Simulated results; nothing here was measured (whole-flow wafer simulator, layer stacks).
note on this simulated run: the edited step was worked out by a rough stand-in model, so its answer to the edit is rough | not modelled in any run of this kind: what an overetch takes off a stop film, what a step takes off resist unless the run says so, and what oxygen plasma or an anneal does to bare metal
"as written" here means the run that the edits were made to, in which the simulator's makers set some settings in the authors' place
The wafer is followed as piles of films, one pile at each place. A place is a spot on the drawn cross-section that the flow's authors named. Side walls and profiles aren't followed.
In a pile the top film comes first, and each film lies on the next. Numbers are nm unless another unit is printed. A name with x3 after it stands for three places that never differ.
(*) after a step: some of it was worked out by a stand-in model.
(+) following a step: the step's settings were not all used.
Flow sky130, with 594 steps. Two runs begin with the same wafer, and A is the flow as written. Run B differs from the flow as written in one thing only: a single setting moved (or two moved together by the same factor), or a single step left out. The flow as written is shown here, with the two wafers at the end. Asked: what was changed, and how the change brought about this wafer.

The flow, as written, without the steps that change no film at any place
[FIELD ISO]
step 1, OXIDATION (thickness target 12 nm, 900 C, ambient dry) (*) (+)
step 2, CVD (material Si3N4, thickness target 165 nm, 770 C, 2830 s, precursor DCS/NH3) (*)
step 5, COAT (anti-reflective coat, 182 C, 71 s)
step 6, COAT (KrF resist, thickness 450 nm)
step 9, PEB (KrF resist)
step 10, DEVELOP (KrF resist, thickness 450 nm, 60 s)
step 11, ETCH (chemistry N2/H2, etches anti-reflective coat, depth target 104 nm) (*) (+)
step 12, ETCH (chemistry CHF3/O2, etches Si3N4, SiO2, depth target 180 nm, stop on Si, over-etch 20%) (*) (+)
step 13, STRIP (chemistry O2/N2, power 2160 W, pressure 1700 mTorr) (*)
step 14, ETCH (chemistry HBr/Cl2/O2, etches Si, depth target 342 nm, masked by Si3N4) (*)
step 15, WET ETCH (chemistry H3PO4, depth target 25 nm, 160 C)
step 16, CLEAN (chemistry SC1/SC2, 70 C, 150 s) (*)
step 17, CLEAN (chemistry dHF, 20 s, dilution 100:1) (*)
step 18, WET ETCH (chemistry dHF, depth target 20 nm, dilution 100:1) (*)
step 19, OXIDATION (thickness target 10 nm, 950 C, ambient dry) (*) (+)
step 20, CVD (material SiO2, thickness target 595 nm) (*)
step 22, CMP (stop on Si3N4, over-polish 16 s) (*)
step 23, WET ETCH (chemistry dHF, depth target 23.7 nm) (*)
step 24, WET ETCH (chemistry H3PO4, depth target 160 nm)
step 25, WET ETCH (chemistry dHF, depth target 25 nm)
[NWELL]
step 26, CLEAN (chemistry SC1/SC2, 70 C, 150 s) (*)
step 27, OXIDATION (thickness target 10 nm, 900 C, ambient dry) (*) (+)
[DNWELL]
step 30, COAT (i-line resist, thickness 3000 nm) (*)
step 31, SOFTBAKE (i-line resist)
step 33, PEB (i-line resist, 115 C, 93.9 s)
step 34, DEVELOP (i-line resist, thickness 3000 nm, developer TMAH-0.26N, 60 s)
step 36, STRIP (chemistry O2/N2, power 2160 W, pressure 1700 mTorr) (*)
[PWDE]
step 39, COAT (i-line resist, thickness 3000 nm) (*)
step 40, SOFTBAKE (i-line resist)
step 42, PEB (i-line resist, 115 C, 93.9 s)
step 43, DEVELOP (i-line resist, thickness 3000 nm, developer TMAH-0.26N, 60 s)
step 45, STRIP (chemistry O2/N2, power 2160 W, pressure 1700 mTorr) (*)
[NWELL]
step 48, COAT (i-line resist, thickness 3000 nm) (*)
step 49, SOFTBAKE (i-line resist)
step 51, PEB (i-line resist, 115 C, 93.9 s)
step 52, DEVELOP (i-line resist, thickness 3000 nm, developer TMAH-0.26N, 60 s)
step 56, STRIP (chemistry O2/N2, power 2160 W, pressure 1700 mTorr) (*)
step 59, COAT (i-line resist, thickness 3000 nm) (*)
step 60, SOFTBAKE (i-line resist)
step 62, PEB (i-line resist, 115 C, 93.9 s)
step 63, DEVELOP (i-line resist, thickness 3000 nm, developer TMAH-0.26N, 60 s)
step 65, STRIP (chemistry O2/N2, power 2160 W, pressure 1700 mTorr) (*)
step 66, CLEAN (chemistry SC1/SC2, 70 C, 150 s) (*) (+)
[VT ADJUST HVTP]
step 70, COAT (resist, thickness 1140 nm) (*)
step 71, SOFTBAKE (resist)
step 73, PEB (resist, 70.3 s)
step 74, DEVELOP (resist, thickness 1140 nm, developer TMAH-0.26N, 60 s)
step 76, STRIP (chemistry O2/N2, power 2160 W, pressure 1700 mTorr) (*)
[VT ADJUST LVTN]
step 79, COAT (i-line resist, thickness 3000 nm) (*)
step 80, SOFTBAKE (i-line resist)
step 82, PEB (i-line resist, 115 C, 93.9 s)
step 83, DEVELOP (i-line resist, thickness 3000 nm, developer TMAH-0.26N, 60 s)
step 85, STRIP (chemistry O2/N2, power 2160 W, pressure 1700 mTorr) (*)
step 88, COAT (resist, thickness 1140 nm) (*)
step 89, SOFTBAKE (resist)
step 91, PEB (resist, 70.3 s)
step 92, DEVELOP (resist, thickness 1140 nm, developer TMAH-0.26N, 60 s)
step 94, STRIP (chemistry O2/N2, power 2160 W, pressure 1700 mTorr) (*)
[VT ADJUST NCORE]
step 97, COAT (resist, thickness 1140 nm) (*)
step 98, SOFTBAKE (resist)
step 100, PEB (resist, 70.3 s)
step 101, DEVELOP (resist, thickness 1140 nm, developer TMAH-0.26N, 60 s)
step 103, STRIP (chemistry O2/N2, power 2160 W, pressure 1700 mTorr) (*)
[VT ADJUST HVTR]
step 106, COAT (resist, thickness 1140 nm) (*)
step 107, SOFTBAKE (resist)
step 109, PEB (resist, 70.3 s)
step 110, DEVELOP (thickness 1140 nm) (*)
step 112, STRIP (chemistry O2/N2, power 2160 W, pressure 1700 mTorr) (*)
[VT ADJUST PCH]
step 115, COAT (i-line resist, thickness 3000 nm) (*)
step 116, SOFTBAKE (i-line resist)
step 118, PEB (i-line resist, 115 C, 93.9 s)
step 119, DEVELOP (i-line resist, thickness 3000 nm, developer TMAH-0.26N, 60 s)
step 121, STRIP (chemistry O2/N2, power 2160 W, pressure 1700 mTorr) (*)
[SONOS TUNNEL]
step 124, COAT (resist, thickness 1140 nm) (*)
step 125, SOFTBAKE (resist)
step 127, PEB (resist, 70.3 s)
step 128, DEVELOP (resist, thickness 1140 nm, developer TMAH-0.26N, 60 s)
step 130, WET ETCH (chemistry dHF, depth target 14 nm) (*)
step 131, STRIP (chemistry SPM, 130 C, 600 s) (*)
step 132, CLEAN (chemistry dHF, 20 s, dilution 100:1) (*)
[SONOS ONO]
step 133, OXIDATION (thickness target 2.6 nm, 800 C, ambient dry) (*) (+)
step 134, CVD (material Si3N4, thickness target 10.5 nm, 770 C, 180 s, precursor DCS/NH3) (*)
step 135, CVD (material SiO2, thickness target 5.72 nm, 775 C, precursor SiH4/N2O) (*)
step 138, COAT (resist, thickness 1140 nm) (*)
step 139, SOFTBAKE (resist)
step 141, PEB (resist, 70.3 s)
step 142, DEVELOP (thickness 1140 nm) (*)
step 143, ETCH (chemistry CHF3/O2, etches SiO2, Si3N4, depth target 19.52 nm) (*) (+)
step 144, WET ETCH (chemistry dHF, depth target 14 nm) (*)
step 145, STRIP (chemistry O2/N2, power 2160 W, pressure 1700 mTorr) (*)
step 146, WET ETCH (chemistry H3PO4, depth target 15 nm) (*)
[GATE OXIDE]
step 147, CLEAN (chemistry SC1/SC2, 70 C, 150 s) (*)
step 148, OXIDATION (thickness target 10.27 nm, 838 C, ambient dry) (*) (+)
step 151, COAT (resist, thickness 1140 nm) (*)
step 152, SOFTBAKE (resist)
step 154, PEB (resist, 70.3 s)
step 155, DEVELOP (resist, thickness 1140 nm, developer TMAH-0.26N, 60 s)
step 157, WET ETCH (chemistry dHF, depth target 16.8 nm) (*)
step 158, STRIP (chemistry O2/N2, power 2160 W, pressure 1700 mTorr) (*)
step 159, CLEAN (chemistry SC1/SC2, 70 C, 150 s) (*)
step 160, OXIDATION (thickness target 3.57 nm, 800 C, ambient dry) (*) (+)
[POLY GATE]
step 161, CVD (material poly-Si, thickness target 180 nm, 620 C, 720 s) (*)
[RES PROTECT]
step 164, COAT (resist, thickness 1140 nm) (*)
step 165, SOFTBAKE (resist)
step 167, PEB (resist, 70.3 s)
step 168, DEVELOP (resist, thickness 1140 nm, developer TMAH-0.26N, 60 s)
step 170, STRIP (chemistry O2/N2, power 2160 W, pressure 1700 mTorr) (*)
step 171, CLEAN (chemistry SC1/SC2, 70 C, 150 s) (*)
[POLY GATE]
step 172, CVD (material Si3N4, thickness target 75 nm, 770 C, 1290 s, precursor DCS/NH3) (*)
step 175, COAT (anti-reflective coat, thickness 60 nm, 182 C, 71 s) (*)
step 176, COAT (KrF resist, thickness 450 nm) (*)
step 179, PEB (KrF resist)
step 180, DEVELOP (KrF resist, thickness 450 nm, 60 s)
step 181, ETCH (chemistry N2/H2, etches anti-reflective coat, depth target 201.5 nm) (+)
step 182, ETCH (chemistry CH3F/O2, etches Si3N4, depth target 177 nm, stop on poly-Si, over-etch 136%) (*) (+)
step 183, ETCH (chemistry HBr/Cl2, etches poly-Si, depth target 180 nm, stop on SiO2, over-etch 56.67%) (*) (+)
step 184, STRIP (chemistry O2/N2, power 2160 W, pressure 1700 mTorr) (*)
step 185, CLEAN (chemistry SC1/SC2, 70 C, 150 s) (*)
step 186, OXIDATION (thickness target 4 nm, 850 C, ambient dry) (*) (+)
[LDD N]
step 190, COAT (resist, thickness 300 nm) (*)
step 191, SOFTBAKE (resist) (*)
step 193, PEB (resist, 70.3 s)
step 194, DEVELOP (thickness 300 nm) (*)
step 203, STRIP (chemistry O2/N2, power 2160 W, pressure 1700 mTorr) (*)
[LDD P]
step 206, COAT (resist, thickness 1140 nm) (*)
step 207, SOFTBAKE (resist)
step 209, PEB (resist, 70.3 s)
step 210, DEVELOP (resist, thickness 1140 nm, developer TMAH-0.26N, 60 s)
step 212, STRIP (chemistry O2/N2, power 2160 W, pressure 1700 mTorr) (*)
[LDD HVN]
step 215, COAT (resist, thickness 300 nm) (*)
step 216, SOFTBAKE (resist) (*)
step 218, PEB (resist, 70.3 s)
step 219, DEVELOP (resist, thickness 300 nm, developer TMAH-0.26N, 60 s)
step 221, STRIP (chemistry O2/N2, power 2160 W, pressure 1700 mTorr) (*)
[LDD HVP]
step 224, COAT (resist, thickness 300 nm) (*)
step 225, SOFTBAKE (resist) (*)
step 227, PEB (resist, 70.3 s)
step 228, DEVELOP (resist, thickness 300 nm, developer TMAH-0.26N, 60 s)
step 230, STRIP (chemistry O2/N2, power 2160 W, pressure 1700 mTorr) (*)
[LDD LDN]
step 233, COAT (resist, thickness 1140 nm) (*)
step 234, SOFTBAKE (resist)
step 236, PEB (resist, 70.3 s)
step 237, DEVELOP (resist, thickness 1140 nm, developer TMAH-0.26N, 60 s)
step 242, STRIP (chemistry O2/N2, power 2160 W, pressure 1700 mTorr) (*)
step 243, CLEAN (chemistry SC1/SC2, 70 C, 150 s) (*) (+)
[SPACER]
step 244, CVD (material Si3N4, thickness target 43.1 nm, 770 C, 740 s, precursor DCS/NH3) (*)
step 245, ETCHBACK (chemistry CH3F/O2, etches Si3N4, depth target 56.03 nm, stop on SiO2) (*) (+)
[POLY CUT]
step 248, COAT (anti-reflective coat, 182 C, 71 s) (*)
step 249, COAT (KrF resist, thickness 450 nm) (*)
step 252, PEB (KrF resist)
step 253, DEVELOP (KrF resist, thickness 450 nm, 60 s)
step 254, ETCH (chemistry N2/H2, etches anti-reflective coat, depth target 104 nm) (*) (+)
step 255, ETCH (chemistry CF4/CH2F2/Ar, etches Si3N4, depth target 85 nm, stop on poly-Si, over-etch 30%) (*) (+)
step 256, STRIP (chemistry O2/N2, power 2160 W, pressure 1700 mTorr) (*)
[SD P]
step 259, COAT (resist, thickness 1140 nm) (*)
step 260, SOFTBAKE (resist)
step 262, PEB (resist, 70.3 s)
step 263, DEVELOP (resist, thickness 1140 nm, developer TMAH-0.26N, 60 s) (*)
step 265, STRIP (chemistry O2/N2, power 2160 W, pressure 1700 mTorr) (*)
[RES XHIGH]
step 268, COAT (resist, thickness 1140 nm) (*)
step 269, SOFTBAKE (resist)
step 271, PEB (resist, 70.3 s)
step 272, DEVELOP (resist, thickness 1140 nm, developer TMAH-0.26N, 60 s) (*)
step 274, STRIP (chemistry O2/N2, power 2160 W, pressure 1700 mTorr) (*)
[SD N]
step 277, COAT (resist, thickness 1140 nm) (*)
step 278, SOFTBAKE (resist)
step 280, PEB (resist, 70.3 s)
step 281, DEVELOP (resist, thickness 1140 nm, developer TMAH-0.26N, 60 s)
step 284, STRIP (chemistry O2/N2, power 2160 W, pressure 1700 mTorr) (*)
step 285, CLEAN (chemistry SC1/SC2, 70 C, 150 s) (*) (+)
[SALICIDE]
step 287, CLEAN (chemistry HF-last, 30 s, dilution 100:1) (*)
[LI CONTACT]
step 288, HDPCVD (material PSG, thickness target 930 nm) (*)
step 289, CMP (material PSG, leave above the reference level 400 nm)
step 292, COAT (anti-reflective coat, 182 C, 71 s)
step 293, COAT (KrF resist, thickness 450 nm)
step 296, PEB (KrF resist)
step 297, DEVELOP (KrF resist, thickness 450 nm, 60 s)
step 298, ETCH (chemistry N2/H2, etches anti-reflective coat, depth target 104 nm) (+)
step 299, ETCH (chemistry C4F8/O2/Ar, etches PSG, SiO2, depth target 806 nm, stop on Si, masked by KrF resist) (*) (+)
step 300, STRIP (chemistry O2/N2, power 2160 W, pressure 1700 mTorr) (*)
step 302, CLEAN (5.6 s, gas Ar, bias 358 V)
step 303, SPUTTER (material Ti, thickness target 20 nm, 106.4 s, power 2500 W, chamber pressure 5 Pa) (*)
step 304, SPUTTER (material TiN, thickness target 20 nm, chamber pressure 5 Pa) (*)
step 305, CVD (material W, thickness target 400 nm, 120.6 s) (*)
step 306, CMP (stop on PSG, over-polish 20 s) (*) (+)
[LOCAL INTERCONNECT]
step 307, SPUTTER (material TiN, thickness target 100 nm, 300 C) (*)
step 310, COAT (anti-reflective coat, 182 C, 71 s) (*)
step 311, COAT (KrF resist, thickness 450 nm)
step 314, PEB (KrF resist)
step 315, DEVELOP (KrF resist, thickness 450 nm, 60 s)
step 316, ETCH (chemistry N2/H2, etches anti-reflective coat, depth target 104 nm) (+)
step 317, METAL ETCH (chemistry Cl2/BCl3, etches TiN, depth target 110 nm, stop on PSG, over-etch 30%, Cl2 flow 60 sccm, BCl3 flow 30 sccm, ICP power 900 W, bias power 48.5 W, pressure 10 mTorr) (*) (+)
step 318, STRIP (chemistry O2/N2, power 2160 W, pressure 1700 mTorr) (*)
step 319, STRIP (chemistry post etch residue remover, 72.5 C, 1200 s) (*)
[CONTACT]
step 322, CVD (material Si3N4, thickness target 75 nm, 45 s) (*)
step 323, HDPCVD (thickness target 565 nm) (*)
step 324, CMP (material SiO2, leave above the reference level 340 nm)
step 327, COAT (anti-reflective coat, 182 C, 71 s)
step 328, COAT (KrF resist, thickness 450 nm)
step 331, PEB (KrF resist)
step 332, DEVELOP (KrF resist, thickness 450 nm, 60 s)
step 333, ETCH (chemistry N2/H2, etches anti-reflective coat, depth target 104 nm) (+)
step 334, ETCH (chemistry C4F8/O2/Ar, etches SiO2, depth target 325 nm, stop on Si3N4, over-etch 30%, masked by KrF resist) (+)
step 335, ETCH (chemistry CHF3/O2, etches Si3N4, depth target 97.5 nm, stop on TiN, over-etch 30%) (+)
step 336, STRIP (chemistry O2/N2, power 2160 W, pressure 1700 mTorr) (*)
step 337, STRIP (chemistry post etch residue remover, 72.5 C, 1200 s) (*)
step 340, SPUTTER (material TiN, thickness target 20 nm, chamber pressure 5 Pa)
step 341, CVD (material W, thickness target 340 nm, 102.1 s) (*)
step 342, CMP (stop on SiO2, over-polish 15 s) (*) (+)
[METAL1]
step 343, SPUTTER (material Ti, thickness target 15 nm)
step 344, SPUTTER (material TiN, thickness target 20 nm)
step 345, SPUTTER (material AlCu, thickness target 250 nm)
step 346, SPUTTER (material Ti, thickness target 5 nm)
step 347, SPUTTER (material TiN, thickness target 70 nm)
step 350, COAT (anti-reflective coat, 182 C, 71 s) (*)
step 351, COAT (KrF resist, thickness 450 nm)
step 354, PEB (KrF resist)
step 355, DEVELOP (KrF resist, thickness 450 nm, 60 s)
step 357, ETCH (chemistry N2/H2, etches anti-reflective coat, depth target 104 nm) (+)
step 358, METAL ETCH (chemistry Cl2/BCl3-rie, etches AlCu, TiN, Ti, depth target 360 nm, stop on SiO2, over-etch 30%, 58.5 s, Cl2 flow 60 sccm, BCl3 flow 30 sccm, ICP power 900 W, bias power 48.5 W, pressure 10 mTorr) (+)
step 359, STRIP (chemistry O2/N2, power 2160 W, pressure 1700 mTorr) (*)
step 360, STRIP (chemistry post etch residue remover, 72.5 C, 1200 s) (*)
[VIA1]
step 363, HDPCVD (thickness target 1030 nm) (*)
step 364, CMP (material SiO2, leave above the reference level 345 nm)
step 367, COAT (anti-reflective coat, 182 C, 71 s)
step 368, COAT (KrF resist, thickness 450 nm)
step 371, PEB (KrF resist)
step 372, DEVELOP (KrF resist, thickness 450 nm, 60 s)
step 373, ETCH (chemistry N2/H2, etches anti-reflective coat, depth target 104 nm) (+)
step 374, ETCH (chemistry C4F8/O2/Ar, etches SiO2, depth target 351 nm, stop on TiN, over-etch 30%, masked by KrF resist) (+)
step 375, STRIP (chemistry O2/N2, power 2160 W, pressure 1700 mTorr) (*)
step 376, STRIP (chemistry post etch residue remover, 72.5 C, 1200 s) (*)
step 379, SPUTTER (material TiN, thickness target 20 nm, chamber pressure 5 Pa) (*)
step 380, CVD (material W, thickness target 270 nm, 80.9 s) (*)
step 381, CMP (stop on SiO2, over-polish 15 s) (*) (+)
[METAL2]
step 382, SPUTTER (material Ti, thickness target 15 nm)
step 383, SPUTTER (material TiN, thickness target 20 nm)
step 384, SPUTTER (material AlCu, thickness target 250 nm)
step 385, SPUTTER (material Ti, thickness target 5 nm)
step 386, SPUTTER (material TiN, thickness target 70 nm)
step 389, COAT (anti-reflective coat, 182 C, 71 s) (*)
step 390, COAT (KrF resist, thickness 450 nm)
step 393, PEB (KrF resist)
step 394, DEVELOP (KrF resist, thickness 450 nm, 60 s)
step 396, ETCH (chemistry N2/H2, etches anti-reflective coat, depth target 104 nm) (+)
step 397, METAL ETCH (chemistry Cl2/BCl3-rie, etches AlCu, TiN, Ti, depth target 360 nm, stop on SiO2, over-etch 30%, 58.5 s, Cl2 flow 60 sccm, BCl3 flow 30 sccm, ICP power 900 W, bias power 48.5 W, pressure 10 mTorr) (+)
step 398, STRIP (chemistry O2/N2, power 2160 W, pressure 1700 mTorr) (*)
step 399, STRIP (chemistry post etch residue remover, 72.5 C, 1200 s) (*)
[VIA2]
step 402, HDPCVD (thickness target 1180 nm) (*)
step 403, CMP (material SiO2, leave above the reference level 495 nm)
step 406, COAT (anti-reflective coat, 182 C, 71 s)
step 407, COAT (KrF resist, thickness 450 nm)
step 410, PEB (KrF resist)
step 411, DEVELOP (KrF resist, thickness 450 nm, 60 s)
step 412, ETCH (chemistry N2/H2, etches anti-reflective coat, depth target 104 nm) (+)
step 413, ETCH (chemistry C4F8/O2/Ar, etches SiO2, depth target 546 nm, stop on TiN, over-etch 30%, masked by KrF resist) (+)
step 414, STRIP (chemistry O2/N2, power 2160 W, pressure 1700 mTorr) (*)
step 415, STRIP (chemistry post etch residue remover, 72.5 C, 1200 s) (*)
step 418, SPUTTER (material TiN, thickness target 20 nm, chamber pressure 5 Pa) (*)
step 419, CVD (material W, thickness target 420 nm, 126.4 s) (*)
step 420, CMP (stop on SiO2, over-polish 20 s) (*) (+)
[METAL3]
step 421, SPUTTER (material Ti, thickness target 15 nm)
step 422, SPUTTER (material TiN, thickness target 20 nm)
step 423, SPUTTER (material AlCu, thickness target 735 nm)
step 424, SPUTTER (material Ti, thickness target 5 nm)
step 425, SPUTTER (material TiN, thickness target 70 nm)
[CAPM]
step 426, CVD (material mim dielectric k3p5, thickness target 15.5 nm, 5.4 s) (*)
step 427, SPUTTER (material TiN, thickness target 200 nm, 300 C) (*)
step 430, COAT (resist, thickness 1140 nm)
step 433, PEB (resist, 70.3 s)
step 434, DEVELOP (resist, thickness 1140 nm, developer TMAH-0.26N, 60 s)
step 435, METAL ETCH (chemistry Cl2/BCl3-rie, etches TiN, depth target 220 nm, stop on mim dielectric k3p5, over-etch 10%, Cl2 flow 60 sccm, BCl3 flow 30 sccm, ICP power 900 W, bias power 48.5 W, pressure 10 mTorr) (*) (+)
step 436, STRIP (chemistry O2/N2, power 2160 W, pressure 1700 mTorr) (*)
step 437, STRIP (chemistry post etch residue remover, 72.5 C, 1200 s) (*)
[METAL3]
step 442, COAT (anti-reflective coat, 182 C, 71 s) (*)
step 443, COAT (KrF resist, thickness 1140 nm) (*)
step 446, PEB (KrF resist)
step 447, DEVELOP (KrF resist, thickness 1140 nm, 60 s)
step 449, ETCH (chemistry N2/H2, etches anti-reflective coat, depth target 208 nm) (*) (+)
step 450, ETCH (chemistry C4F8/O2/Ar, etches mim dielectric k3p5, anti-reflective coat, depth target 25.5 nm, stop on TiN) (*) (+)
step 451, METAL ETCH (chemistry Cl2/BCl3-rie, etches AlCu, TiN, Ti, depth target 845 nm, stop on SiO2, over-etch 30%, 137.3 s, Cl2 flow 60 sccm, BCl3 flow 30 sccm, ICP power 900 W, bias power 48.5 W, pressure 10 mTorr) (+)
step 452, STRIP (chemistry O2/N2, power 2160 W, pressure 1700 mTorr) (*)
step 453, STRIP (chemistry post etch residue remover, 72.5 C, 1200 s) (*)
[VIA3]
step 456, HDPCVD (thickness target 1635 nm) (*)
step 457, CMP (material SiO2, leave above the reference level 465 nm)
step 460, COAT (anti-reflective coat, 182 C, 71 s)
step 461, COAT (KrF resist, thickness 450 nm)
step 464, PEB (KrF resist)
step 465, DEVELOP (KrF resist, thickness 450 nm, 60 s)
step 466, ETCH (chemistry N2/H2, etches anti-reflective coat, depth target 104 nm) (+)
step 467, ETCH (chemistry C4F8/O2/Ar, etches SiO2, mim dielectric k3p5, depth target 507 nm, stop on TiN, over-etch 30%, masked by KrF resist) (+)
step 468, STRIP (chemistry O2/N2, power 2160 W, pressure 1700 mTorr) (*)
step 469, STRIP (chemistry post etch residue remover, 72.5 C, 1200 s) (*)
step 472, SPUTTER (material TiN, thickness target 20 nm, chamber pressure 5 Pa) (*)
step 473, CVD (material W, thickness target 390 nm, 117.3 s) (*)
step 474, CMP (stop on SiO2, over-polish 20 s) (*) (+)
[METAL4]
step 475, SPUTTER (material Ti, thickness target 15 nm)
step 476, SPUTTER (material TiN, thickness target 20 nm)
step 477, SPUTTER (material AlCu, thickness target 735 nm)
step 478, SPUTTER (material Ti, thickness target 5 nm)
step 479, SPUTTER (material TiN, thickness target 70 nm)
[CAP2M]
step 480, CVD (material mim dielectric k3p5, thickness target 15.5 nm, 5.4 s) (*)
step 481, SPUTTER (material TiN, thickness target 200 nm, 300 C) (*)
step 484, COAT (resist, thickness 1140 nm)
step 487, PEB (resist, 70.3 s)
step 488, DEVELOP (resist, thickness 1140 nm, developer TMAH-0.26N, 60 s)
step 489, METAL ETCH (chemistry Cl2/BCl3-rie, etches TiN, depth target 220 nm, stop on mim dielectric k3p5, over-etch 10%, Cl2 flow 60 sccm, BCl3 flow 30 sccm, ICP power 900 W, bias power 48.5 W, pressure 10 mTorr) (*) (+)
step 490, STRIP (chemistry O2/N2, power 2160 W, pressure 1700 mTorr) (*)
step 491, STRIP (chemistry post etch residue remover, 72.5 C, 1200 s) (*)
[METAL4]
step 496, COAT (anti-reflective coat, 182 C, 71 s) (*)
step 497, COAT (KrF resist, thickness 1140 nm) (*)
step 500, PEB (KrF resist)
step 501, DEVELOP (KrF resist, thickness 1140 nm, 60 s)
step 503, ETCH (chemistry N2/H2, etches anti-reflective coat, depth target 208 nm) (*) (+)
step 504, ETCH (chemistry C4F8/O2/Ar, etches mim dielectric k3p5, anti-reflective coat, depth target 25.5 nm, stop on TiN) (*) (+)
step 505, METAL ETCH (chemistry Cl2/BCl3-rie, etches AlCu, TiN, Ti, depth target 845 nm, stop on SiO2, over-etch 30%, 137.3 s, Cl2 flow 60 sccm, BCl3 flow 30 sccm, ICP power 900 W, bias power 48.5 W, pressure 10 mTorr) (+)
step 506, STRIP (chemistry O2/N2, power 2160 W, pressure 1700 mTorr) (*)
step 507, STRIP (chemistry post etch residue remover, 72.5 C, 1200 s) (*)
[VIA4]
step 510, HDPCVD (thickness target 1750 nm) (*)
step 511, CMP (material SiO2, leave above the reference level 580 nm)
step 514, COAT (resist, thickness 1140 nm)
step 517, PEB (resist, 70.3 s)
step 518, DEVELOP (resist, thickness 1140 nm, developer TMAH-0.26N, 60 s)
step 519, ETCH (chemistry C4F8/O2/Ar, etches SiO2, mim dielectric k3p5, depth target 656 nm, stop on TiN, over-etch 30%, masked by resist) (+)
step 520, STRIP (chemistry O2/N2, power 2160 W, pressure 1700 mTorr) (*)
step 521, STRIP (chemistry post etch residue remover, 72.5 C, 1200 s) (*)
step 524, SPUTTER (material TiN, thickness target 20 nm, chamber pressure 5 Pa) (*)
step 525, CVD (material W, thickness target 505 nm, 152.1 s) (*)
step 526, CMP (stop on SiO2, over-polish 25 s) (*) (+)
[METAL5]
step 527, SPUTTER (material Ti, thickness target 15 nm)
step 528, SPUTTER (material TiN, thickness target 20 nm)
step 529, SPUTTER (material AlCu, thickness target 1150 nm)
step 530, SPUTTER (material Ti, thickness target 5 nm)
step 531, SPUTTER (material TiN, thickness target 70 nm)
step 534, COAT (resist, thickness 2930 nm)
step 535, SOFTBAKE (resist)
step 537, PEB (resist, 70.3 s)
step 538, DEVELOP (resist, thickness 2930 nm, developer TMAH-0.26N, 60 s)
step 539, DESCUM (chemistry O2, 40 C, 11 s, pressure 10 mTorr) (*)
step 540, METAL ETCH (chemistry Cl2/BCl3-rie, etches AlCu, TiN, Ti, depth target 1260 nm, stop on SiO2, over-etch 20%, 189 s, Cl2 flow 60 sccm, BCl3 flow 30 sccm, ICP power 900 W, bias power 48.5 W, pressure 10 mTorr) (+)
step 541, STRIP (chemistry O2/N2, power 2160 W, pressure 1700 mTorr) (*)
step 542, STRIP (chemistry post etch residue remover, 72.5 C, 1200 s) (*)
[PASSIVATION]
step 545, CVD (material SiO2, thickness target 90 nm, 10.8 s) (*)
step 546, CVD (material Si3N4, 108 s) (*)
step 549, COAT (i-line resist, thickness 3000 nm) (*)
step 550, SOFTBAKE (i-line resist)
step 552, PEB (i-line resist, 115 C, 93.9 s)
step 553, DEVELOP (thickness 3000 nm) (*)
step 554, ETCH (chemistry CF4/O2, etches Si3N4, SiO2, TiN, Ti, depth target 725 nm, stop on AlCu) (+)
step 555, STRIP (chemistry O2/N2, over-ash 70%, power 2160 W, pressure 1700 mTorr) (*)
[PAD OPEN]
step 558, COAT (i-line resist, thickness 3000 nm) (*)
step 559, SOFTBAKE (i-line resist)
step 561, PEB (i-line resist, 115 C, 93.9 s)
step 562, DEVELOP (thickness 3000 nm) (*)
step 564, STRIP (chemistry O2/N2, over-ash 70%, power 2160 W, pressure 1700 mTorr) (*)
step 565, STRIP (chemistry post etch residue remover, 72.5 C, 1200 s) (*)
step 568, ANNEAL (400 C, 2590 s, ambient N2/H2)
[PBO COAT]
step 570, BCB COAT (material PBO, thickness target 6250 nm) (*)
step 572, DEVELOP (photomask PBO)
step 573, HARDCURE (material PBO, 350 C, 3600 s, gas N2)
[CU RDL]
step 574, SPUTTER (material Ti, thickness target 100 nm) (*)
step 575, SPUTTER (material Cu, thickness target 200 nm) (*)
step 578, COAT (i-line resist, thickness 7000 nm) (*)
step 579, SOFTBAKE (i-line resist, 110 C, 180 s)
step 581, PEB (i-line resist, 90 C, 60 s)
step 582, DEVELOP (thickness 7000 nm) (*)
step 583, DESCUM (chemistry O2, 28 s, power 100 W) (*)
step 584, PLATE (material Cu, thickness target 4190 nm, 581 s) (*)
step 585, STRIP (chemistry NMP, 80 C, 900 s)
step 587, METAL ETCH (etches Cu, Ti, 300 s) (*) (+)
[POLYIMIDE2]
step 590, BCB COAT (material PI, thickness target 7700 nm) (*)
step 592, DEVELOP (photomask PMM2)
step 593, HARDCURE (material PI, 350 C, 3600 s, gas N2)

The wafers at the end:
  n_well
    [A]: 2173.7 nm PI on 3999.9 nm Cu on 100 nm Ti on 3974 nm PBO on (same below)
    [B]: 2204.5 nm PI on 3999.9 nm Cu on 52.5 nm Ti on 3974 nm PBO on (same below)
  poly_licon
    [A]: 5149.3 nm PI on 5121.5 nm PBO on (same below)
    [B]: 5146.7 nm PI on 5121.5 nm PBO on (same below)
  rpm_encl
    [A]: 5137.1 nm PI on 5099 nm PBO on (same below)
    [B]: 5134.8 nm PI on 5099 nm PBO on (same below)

Cause: step 574, SPUTTER: thickness target 52.5 nm was run, while the flow as written has thickness target 100 nm.
One can read it off the wafer: n_well has Ti 52.5, and step 574 as written asks for 100 nm.

Step by step, how the change led to this:
  step 574, SPUTTER (material Ti, thickness target 100 nm) (*)
      field, active, n_well and 190 more: A +100 Ti (new film) | B +52.5 Ti (new film)
  step 587, METAL ETCH (etches Cu, Ti, 300 s) (*) (+)
      field, active, gate and 167 more: A -200 Cu (all of it), -100 Ti (all of it) | B -200 Cu (all of it), -52.5 Ti (all of it)
  step 590, BCB COAT (material PI, thickness target 7700 nm) (*)
      de16_gate_nw: A +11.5 um PI (new film) | B +11.46 um PI (new film)
